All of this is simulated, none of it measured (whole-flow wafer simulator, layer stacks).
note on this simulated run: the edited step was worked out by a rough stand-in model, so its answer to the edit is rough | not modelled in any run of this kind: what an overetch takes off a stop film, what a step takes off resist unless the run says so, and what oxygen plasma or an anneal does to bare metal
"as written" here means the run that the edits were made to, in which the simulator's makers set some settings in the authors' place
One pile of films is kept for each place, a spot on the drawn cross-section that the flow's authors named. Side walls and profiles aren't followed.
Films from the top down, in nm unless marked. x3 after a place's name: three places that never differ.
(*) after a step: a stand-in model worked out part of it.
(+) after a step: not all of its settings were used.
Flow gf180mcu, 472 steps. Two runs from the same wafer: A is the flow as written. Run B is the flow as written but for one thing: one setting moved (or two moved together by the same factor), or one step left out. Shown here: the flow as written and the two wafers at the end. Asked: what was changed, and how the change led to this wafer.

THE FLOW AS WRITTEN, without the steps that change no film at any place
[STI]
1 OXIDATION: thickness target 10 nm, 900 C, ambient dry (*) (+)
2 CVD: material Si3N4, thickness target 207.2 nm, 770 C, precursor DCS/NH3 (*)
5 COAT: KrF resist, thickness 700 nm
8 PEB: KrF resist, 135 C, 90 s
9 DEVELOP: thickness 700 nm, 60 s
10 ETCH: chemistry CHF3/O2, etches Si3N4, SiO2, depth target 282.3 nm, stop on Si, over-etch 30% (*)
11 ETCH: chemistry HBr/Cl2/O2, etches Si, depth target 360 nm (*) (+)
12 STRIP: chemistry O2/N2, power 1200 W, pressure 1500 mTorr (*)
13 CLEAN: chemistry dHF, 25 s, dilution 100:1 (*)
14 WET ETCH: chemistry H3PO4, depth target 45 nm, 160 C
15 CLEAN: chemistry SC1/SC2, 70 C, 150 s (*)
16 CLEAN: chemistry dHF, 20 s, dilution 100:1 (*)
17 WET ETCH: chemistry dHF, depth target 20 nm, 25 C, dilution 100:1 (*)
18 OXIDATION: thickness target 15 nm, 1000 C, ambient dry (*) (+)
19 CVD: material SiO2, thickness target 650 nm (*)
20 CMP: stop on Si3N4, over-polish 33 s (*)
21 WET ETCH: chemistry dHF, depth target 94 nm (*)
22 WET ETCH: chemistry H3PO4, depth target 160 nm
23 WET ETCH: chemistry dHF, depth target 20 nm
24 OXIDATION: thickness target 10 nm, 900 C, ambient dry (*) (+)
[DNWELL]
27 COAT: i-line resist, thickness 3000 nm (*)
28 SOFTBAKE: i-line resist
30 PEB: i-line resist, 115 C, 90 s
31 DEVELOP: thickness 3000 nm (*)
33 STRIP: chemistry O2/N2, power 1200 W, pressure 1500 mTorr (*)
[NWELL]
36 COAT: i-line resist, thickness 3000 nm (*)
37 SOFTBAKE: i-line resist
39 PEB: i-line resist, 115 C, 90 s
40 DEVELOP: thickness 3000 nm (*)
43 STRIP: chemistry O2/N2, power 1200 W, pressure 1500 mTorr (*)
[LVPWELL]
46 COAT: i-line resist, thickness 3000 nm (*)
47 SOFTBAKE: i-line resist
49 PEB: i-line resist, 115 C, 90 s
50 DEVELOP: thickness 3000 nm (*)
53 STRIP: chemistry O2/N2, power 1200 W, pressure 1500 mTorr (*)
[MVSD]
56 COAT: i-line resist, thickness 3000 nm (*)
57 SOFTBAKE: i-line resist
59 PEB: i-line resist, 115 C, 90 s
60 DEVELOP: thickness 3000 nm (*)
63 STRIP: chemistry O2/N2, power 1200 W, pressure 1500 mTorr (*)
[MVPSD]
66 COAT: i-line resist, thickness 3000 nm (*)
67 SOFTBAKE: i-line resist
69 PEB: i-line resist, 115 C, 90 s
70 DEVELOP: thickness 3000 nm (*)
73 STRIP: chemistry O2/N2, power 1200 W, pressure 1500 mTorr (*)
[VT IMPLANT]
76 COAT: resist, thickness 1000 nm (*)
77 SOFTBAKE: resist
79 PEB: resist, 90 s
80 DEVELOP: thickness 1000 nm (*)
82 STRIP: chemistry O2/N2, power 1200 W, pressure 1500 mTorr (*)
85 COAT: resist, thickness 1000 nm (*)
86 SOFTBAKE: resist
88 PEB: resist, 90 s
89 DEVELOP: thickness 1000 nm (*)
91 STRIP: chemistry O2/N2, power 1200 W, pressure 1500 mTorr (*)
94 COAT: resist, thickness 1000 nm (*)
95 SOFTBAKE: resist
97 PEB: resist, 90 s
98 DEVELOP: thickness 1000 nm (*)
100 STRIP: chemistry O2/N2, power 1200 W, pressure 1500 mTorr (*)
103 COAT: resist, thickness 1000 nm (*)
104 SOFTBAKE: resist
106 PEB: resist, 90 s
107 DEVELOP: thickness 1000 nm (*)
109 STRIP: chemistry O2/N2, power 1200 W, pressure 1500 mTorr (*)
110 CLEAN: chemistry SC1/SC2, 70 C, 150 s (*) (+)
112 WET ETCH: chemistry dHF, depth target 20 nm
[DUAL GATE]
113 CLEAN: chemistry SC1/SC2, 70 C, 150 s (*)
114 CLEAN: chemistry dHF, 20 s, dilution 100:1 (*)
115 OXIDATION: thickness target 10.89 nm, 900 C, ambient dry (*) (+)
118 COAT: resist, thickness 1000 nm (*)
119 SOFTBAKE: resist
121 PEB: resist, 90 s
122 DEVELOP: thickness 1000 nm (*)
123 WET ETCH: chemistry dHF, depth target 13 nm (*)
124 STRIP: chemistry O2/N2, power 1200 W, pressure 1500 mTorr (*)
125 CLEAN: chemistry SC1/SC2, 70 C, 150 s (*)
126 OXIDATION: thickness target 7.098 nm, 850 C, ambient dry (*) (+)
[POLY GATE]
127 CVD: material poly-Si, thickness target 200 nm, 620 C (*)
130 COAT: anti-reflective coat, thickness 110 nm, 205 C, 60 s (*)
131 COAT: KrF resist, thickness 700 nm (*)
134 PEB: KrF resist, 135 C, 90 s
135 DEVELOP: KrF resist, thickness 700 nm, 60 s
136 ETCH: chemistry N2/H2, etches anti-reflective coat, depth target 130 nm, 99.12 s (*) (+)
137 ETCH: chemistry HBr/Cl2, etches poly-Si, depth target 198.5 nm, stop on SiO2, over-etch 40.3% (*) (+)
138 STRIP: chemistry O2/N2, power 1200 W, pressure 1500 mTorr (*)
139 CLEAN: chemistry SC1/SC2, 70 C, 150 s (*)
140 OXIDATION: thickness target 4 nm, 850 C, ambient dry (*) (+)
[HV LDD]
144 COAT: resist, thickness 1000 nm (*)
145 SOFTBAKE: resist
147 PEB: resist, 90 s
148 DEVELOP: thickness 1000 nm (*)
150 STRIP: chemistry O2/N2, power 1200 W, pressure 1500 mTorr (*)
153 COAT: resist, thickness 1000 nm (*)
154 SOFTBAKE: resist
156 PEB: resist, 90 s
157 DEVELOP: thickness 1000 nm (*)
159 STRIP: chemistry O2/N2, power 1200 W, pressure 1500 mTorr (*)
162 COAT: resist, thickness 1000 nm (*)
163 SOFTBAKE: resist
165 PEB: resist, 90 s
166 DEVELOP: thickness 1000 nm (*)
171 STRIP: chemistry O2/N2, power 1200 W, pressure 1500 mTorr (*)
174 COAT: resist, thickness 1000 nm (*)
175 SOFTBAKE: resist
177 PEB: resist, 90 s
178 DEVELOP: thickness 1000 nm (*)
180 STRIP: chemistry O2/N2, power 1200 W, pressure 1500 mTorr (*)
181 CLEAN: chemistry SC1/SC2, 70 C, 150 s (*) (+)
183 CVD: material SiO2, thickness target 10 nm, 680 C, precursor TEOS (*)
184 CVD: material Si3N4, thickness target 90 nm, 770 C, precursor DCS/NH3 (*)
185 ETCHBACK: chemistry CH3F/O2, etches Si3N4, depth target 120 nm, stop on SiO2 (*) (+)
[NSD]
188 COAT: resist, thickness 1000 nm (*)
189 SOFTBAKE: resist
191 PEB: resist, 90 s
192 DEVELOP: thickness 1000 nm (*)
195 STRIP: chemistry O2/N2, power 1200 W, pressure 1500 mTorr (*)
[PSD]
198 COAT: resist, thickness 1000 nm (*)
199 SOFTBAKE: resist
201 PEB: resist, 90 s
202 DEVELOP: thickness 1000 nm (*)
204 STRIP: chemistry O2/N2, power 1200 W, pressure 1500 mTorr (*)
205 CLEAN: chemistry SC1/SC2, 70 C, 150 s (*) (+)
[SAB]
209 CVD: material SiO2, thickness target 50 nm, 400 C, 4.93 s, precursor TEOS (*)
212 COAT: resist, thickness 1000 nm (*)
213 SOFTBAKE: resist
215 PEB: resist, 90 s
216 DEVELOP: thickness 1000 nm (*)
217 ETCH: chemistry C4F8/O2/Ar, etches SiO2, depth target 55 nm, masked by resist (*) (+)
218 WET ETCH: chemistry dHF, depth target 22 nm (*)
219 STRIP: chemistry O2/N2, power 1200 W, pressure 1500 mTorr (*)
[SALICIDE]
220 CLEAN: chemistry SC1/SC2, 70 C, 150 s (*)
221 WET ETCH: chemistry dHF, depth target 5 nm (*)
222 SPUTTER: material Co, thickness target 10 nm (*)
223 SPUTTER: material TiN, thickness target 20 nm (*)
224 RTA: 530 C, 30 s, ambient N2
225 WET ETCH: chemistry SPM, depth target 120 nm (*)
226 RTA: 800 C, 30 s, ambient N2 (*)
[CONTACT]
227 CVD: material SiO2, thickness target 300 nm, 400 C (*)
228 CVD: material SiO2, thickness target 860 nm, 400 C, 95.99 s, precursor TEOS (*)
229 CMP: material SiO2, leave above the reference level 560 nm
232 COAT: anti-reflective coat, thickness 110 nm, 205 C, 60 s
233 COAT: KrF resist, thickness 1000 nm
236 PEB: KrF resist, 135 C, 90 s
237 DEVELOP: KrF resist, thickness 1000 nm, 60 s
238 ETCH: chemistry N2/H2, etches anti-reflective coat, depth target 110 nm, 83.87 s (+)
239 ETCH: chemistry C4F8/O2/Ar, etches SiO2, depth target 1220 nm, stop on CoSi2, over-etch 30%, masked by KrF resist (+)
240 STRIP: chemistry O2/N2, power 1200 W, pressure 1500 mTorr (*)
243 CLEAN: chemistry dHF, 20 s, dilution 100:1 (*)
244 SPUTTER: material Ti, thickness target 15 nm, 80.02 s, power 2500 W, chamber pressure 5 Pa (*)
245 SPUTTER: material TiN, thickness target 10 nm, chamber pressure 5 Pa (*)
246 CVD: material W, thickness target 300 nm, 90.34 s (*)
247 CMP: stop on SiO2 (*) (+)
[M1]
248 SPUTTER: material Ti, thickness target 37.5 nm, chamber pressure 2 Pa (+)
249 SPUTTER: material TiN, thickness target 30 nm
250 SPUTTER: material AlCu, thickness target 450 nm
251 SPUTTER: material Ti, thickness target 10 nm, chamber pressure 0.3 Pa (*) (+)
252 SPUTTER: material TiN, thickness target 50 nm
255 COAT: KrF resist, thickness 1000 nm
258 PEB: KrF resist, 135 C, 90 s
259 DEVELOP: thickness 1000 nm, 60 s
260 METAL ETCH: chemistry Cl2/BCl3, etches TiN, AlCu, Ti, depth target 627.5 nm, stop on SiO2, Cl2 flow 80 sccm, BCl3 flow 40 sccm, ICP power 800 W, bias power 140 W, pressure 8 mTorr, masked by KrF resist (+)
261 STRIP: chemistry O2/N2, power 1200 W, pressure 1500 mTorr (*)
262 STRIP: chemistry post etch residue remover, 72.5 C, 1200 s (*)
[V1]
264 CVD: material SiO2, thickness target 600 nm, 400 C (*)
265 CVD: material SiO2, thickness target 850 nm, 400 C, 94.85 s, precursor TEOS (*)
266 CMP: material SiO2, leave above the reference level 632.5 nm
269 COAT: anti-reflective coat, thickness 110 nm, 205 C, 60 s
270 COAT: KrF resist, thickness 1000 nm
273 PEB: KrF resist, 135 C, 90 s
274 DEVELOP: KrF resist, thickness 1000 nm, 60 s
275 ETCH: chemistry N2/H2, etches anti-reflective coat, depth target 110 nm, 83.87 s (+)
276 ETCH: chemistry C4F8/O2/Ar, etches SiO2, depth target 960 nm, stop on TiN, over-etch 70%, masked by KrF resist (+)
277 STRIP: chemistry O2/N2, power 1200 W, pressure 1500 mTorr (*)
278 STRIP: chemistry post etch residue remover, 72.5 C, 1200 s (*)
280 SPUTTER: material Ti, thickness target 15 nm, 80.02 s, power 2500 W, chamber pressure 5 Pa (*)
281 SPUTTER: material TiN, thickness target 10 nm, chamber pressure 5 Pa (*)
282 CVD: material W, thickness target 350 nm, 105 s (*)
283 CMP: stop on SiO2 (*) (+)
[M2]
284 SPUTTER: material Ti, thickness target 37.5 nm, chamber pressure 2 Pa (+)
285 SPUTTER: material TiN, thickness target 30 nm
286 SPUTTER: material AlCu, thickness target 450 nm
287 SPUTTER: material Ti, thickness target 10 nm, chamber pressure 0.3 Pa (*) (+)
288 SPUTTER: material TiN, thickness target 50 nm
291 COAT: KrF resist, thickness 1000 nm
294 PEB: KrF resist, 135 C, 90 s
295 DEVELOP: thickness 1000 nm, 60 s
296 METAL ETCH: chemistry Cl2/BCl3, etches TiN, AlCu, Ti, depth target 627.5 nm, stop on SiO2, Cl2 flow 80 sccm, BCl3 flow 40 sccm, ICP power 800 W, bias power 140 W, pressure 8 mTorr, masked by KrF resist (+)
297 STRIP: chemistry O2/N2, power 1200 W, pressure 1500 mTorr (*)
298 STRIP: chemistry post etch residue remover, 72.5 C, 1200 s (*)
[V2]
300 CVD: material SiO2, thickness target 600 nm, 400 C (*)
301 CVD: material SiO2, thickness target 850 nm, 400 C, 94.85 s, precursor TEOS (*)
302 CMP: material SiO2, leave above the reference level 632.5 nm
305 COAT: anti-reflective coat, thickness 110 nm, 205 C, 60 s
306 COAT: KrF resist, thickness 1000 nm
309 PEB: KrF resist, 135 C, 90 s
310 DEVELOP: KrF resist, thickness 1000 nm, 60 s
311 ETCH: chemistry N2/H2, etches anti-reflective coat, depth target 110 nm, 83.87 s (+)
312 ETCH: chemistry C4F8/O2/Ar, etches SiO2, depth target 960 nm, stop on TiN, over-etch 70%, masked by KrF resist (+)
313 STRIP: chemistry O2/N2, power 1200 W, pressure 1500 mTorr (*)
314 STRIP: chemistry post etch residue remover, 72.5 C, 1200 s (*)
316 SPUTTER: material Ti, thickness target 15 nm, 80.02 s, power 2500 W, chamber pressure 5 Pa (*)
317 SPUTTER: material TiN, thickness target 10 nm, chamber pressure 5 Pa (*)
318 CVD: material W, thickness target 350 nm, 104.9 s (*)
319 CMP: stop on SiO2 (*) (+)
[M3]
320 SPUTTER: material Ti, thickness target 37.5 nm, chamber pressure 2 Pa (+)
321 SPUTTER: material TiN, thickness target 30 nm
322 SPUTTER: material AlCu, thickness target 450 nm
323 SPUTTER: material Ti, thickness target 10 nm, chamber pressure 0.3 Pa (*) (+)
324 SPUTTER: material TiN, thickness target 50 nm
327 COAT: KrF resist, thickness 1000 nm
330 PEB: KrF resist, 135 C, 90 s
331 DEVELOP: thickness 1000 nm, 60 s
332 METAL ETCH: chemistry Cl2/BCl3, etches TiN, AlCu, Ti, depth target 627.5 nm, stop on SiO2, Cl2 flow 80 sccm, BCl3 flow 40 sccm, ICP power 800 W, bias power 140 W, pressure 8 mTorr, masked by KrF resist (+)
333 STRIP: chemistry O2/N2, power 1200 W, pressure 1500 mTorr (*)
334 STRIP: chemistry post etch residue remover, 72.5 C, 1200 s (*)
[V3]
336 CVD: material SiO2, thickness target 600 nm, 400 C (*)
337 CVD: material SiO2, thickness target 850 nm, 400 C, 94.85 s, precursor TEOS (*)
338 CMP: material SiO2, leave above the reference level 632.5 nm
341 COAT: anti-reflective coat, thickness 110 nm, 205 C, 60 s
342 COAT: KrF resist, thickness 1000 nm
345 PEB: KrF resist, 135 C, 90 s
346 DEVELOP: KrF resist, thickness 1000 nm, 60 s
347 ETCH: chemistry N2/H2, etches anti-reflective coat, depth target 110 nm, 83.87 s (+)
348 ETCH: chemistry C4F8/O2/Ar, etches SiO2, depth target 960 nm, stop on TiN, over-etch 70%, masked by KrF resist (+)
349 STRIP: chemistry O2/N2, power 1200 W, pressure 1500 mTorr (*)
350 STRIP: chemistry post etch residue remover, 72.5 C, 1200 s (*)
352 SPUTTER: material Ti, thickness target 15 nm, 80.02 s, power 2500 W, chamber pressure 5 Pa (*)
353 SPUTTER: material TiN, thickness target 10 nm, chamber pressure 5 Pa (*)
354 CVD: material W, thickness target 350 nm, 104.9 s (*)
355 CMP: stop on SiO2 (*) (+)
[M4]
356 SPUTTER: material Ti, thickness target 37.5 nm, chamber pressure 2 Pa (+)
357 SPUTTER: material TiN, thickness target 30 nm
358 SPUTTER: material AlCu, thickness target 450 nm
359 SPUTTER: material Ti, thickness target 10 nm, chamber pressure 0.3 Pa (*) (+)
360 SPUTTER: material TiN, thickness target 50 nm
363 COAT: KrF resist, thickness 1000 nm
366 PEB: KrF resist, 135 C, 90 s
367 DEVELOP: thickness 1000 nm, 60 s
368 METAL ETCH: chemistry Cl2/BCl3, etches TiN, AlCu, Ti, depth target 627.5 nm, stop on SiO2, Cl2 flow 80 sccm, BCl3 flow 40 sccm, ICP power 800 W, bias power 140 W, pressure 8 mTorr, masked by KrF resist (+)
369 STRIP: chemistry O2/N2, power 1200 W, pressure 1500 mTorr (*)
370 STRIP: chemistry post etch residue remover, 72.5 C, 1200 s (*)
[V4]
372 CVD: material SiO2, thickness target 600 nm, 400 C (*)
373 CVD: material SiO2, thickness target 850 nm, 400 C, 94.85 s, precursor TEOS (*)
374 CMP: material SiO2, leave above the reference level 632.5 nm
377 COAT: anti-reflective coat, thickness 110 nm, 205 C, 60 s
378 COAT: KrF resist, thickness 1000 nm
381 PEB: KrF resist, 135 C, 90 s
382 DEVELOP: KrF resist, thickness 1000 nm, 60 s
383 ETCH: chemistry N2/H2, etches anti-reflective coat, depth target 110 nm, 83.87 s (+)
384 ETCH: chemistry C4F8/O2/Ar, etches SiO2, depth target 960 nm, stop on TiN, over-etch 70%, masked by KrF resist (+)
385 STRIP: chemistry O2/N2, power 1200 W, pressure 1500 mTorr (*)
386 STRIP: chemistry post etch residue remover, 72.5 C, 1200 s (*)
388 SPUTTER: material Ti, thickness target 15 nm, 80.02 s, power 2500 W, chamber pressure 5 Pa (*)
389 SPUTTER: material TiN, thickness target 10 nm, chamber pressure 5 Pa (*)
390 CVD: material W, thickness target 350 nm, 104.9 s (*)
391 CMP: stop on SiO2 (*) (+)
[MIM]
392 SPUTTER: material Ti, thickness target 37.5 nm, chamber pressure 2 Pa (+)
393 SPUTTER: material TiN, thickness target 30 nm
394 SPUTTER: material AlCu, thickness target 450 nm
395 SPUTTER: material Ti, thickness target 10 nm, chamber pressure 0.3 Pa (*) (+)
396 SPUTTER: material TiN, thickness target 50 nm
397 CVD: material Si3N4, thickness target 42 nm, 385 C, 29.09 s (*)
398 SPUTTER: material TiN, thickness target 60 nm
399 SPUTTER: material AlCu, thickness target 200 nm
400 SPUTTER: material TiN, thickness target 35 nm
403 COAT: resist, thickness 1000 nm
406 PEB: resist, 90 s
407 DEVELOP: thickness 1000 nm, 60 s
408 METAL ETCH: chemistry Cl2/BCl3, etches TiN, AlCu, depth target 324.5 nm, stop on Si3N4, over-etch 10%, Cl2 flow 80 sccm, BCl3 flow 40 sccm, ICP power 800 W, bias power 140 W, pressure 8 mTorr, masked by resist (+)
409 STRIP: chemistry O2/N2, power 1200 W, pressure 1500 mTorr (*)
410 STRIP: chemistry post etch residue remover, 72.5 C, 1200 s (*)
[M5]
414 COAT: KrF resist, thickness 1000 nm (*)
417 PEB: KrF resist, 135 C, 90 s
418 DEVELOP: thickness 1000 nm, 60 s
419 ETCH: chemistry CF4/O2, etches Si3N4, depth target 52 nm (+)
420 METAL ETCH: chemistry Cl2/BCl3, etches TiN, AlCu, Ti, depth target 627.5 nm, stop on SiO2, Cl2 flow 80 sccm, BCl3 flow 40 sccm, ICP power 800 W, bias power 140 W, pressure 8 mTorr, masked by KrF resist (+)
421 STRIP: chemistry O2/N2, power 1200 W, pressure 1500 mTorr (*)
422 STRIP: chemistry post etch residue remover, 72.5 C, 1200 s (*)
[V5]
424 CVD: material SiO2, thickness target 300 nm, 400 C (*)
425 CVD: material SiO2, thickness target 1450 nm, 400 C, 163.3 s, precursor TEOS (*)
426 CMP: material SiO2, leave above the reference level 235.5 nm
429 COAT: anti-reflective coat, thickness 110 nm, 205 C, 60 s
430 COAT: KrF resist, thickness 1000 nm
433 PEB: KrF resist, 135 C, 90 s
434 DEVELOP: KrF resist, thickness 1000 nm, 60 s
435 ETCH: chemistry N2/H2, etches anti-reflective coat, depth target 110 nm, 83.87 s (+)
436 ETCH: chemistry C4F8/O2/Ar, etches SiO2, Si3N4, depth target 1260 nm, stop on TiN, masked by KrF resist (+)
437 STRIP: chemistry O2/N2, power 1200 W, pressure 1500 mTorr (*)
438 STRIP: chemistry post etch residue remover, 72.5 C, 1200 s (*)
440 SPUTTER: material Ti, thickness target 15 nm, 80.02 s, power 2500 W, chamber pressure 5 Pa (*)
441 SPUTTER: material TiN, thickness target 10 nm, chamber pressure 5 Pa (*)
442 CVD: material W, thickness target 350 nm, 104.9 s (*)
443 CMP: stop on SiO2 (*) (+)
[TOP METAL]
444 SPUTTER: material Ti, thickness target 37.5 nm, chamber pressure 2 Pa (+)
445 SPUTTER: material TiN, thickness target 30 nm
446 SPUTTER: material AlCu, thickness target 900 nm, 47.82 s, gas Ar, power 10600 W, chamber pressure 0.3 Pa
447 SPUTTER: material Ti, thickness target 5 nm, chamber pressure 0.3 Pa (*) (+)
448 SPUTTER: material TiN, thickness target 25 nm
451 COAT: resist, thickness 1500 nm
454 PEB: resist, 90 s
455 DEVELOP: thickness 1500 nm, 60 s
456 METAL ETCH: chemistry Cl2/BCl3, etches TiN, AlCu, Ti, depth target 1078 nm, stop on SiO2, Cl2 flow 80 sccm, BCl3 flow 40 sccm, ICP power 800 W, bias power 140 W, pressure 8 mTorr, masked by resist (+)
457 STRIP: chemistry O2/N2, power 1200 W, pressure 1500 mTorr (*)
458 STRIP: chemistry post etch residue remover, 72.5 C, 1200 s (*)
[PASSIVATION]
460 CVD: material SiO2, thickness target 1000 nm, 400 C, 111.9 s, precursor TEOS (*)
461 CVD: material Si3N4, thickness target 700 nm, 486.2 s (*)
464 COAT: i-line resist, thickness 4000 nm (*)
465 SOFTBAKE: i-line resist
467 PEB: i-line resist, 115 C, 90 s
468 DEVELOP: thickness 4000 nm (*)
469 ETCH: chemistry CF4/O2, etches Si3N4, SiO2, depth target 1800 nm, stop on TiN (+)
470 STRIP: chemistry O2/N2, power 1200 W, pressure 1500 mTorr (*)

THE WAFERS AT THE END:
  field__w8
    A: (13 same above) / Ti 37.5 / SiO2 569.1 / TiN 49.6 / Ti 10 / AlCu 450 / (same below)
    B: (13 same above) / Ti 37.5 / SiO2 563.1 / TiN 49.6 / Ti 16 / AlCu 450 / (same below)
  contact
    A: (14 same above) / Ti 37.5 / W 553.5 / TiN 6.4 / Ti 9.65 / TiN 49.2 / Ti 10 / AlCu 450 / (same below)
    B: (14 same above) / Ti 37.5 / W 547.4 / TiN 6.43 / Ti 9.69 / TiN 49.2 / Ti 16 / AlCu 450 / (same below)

The cause: step 359, SPUTTER: thickness target 16 nm was run, where the flow has thickness target 10 nm.
It can be read off the wafer: field__w8 has Ti 16, and step 359 as written asks for 10 nm.

How the change led to this, step by step:
  359 SPUTTER: material Ti, thickness target 10 nm, chamber pressure 0.3 Pa (*) (+)
      field, field__w1, field__w2 and 108 more: A Ti +10 (new film) | B Ti +16 (new film)
  368 METAL ETCH: chemistry Cl2/BCl3, etches TiN, AlCu, Ti, depth target 627.5 nm, stop on SiO2, Cl2 flow 80 sccm, BCl3 flow 40 sccm, ICP power 800 W, bias power 140 W, pressure 8 mTorr, masked by KrF resist (+)
      field, field__w1, field__w2 and 103 more: A TiN -50 (all of it), Ti -10 (all of it), AlCu -450 (all of it), TiN -30 (all of it), Ti -37.5 (all of it) | B TiN -50 (all of it), Ti -16 (all of it), AlCu -450 (all of it), TiN -30 (all of it), Ti -37.5 (all of it)
